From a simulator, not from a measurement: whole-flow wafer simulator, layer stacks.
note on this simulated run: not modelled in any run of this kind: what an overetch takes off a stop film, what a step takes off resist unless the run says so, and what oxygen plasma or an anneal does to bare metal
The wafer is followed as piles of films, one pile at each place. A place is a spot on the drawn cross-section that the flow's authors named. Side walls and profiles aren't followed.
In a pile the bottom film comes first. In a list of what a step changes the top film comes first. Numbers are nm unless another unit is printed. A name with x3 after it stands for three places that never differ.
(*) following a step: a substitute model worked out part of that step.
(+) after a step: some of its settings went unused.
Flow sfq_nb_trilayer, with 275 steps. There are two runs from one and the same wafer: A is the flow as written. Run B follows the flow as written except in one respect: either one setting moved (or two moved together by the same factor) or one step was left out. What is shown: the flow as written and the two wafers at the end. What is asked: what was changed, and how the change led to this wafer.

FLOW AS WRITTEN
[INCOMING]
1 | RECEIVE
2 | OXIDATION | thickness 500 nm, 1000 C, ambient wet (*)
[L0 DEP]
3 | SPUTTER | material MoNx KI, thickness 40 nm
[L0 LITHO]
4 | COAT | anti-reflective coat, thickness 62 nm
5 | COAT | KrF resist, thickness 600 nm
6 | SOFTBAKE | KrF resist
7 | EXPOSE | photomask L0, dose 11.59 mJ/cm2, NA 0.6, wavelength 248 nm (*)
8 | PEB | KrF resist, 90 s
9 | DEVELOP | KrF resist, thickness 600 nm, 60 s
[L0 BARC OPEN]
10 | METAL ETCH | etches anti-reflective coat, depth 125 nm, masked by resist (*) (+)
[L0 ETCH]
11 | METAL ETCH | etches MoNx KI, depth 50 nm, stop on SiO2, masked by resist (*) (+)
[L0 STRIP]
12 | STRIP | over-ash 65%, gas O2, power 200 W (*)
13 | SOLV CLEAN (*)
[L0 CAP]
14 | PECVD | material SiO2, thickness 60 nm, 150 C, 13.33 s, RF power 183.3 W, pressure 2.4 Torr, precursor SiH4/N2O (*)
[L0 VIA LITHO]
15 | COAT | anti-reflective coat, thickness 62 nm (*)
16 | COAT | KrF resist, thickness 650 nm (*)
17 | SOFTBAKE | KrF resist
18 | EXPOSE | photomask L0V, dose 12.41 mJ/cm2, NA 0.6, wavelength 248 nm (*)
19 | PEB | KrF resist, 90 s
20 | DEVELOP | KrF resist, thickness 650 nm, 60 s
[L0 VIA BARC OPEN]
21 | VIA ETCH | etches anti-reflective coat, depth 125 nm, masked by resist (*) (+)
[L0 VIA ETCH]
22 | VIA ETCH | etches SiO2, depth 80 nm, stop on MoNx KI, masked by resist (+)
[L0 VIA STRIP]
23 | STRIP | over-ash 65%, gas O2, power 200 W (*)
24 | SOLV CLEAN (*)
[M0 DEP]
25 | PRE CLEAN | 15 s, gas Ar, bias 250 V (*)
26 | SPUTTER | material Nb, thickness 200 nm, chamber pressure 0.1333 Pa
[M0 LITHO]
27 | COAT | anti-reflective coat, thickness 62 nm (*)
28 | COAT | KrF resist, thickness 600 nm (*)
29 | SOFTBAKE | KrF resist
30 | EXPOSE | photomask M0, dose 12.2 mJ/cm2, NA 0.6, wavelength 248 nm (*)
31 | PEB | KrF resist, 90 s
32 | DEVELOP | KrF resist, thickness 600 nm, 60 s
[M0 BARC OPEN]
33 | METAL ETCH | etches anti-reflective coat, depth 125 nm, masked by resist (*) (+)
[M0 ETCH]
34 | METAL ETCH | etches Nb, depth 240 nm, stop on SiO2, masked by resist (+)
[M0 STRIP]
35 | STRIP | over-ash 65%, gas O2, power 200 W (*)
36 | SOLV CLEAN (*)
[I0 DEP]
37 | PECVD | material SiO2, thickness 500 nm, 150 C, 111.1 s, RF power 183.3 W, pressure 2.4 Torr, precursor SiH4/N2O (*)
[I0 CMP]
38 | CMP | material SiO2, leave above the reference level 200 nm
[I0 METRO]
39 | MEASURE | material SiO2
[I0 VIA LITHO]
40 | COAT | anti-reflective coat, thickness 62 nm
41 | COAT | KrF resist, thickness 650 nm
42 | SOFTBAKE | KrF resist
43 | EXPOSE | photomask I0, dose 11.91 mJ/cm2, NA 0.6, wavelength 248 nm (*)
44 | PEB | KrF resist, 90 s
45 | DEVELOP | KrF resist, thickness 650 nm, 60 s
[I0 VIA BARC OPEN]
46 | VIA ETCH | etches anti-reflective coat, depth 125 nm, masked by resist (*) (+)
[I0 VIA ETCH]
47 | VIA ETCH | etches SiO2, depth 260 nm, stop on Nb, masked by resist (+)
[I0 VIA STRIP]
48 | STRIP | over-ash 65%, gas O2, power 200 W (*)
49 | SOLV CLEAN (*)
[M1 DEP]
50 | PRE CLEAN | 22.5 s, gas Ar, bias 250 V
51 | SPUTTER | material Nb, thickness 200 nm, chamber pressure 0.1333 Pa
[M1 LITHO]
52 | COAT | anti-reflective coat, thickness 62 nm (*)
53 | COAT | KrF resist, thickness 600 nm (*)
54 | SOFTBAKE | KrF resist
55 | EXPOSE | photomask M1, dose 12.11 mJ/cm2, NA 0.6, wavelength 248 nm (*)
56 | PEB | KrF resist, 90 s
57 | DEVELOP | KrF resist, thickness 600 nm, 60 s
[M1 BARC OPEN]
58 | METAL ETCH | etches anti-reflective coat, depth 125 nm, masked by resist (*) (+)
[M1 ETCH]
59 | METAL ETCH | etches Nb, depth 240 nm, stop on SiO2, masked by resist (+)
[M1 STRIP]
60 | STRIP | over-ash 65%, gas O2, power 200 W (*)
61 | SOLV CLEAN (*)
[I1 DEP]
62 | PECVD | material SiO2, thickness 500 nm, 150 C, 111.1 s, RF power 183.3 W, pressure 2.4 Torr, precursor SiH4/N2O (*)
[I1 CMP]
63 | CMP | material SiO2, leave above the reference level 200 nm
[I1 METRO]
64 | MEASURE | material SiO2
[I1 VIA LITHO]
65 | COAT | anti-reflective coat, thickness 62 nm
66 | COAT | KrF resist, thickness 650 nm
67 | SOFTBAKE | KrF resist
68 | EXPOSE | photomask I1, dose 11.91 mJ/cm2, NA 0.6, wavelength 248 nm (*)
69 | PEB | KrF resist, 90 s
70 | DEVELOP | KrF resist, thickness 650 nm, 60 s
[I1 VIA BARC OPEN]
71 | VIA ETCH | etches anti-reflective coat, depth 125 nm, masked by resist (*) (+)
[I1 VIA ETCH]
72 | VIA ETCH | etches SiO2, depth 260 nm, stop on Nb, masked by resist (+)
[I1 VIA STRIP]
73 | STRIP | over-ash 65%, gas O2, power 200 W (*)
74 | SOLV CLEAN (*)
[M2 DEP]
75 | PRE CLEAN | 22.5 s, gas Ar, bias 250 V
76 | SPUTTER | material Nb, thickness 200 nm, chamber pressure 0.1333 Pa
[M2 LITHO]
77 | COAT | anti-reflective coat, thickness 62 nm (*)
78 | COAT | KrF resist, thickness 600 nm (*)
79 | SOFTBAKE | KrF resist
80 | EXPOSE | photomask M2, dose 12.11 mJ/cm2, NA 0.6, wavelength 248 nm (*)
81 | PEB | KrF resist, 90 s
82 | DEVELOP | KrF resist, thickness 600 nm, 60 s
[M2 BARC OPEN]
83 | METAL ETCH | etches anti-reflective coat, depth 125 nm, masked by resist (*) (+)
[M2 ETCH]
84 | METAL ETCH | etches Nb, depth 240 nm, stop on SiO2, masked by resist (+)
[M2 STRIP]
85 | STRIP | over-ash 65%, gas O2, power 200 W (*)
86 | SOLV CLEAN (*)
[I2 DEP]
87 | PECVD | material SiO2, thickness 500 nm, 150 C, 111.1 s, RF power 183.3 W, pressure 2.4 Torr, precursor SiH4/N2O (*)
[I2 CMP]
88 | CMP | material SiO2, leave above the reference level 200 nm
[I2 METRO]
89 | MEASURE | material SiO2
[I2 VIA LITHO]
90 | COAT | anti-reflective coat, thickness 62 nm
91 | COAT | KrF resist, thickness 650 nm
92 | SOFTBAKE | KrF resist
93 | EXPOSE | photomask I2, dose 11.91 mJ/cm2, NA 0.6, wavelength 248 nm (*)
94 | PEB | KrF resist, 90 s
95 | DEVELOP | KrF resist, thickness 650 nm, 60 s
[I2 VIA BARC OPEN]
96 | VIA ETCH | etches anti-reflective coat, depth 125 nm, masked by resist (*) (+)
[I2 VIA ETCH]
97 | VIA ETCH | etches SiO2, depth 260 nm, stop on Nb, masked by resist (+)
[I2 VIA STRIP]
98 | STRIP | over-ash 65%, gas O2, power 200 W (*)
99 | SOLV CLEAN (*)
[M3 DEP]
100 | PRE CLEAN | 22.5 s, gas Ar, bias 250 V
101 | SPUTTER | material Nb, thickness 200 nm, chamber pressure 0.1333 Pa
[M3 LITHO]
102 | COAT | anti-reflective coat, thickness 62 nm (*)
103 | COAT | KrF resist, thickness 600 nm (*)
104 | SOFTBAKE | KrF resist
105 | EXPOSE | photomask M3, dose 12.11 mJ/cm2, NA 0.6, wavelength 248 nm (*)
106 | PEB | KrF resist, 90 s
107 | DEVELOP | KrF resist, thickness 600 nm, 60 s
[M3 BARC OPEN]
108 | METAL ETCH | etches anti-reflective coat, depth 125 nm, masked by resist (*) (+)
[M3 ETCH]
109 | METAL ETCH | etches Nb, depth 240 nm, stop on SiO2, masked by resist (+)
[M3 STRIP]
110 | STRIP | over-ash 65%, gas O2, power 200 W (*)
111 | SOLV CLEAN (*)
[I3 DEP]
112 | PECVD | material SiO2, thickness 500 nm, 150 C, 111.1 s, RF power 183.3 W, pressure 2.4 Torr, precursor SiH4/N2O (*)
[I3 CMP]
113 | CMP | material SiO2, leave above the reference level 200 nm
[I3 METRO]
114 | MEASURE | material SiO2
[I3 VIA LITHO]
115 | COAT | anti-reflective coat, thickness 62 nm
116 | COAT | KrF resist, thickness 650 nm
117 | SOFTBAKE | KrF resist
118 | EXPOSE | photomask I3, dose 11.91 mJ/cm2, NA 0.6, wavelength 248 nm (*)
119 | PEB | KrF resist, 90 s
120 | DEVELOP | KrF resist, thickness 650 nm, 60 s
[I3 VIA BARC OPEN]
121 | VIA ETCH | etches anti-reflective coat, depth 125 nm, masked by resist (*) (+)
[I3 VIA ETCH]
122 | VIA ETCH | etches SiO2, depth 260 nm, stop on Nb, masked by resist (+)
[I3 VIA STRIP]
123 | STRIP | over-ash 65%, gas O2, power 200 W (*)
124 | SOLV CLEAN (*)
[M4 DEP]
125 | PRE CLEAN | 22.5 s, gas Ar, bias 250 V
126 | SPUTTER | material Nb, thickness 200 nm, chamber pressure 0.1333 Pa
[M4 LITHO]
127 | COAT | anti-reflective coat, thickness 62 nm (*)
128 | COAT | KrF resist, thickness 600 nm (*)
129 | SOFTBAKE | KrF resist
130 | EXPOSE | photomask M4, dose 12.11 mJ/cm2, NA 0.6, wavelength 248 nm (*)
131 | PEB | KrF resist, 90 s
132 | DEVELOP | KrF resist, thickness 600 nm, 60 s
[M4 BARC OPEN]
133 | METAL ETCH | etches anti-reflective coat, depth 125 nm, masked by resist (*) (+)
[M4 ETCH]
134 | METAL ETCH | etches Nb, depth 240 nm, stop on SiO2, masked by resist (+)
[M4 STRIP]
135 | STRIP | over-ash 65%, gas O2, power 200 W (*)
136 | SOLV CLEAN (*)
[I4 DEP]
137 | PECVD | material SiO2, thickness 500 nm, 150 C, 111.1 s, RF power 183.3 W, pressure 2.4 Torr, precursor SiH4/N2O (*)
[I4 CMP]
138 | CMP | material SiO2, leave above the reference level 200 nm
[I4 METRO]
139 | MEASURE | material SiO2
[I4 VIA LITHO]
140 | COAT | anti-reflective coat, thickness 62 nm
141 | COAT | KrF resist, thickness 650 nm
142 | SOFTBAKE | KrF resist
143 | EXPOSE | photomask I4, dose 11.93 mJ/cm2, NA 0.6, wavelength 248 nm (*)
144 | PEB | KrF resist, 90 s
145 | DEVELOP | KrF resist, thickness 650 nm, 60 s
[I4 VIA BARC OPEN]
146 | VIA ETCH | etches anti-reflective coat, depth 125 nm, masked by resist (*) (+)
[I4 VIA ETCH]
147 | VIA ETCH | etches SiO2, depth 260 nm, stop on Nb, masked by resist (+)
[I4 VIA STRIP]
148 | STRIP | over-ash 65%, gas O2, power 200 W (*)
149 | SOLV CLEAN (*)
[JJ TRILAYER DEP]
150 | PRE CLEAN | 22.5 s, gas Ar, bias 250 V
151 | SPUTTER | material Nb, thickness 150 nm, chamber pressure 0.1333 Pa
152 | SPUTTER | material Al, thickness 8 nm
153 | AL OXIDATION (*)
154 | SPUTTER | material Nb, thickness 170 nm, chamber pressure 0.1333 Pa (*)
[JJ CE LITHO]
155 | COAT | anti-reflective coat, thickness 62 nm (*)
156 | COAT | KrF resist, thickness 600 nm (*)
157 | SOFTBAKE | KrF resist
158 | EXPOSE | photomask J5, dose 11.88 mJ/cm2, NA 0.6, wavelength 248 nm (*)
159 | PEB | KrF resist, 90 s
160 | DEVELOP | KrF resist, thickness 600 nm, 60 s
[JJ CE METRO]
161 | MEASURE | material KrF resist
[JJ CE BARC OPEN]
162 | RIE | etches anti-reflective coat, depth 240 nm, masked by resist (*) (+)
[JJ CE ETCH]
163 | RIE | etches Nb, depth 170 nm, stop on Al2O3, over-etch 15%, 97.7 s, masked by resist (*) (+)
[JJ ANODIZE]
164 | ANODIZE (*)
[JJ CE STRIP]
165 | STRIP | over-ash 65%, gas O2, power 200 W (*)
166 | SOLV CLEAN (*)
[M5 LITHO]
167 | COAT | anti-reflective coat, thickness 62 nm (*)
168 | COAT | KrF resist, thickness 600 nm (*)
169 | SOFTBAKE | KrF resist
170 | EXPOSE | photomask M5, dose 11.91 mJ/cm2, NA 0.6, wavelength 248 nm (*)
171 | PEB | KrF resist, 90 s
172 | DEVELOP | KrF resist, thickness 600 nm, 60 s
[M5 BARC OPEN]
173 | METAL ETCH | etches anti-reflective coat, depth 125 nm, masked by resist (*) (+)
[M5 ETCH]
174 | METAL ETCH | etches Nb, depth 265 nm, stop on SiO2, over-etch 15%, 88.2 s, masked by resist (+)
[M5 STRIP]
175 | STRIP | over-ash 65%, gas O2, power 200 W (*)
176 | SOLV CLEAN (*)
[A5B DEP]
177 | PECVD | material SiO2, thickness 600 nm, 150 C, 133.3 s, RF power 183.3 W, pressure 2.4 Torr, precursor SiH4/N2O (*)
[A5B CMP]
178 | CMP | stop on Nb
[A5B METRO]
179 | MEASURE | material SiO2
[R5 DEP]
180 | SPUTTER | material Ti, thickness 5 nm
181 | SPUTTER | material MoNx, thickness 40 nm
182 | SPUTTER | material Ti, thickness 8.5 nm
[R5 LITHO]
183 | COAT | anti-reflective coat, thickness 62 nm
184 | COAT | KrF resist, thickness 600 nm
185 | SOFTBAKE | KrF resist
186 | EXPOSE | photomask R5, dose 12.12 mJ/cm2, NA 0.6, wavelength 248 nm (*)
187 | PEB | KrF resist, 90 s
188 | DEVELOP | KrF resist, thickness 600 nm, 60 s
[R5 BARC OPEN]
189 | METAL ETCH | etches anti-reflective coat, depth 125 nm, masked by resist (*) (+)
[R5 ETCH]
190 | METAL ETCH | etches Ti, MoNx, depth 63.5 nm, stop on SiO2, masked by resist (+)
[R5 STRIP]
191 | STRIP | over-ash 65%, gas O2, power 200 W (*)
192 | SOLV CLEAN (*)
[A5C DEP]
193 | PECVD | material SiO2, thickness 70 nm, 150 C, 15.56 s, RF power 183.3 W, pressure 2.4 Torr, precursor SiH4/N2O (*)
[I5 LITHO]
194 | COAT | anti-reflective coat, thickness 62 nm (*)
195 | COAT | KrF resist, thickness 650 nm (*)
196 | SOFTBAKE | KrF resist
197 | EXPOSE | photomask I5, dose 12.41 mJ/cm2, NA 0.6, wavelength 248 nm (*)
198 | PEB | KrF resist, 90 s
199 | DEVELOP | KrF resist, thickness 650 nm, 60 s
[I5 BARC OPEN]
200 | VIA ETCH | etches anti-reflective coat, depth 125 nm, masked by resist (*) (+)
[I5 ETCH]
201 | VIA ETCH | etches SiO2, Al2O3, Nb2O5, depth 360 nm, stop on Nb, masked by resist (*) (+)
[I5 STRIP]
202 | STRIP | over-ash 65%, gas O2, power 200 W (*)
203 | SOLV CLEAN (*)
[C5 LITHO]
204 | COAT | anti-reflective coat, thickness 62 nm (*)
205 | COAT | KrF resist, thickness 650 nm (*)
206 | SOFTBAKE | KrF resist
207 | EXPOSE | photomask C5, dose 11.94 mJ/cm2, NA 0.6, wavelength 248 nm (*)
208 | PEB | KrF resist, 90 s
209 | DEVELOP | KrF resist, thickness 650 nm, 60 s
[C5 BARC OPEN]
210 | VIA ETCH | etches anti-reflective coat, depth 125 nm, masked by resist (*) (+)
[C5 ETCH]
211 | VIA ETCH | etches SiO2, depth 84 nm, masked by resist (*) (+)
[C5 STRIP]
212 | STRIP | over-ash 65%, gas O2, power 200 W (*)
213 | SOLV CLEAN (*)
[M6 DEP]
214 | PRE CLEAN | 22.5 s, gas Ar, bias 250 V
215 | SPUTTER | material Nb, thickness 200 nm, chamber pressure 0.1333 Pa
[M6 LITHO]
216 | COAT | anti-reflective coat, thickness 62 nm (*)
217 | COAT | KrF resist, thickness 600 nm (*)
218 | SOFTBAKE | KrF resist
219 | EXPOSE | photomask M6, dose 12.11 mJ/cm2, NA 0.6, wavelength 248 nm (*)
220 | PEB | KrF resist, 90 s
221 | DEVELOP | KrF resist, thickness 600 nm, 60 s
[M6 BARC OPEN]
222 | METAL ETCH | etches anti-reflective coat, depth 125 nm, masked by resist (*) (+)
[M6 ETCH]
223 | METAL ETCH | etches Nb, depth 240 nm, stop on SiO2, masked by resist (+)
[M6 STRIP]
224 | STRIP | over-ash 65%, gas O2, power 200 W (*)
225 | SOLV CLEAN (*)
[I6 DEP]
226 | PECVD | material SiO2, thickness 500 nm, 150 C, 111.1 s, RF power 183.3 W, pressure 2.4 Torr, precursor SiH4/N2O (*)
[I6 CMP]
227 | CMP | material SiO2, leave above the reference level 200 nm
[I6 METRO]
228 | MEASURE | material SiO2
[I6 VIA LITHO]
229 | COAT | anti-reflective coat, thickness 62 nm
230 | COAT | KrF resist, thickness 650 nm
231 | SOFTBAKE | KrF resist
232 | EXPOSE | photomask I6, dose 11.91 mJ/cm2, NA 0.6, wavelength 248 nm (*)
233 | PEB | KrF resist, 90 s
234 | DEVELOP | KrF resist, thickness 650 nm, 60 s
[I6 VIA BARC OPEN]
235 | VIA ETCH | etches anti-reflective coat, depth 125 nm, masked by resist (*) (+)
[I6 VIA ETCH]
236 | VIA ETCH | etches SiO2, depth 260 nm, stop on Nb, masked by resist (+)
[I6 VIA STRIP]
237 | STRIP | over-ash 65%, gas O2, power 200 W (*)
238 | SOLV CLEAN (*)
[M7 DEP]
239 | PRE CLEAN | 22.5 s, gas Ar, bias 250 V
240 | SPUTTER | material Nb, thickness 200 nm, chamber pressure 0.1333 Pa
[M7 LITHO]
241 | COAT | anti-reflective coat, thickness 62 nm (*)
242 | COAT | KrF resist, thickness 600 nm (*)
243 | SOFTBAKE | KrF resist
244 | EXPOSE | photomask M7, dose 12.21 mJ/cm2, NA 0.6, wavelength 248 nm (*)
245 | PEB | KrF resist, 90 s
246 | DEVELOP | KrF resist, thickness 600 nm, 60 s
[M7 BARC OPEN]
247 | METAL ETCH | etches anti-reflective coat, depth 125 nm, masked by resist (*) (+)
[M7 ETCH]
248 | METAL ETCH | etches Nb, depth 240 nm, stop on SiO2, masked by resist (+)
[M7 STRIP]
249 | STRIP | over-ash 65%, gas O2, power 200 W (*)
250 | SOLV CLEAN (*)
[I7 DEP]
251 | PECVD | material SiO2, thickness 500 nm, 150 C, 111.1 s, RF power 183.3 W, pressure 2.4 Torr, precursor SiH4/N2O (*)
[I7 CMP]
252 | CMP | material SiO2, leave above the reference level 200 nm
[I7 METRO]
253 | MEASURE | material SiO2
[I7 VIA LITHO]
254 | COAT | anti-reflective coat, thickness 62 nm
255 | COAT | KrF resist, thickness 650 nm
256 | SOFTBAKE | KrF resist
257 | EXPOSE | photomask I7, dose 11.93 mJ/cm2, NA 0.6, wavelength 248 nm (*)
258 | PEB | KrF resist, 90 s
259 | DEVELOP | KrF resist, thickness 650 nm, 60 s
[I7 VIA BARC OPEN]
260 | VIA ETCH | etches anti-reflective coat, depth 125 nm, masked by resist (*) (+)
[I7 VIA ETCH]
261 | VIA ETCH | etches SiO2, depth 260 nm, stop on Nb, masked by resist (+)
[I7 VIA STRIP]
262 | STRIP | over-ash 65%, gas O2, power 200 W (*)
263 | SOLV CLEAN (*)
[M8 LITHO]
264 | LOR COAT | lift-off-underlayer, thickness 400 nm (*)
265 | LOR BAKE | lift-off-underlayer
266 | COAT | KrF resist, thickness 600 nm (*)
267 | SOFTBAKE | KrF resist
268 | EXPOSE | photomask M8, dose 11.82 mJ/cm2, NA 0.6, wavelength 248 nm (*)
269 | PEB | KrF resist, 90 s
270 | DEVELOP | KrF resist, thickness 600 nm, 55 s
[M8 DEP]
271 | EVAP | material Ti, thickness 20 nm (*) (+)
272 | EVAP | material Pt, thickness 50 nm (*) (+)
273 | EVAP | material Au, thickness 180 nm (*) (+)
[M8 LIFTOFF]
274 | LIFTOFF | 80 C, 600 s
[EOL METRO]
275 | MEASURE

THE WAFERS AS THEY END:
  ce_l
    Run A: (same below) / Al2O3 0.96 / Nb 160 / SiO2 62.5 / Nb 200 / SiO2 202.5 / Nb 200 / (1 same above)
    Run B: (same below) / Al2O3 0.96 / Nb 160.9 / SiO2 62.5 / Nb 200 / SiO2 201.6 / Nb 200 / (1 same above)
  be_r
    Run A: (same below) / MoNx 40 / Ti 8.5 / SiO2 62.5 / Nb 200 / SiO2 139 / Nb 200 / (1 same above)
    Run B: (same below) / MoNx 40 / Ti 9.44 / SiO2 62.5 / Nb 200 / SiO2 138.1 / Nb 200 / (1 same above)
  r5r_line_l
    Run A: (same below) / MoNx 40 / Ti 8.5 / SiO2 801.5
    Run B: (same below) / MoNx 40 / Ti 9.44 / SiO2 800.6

The reason: step 182, SPUTTER: thickness 9.44 nm was run, while the flow as written has thickness 8.5 nm.
One can read it off the wafer: be_r has Ti 9.44, and step 182 as written asks for 8.5 nm.

The path from the change to this, step by step:
  182 | SPUTTER | material Ti, thickness 8.5 nm
      field_l, v_sur, via_wl and 103 more: A +8.5 Ti (new film) | B +9.44 Ti (new film)
  190 | METAL ETCH | etches Ti, MoNx, depth 63.5 nm, stop on SiO2, masked by resist (+)
      field_l, v_sur, via_wl and 92 more: A -8.5 Ti (all of it), -40 MoNx (all of it), -5 Ti (all of it) | B -9.44 Ti (all of it), -40 MoNx (all of it), -5 Ti (all of it)
      ce_l, c5j, ce_r, wl_jj: A -8.5 Ti (all of it), -40 MoNx (all of it), -5 Ti (all of it), -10 Nb | B -9.44 Ti (all of it), -40 MoNx (all of it), -5 Ti (all of it), -9.06 Nb
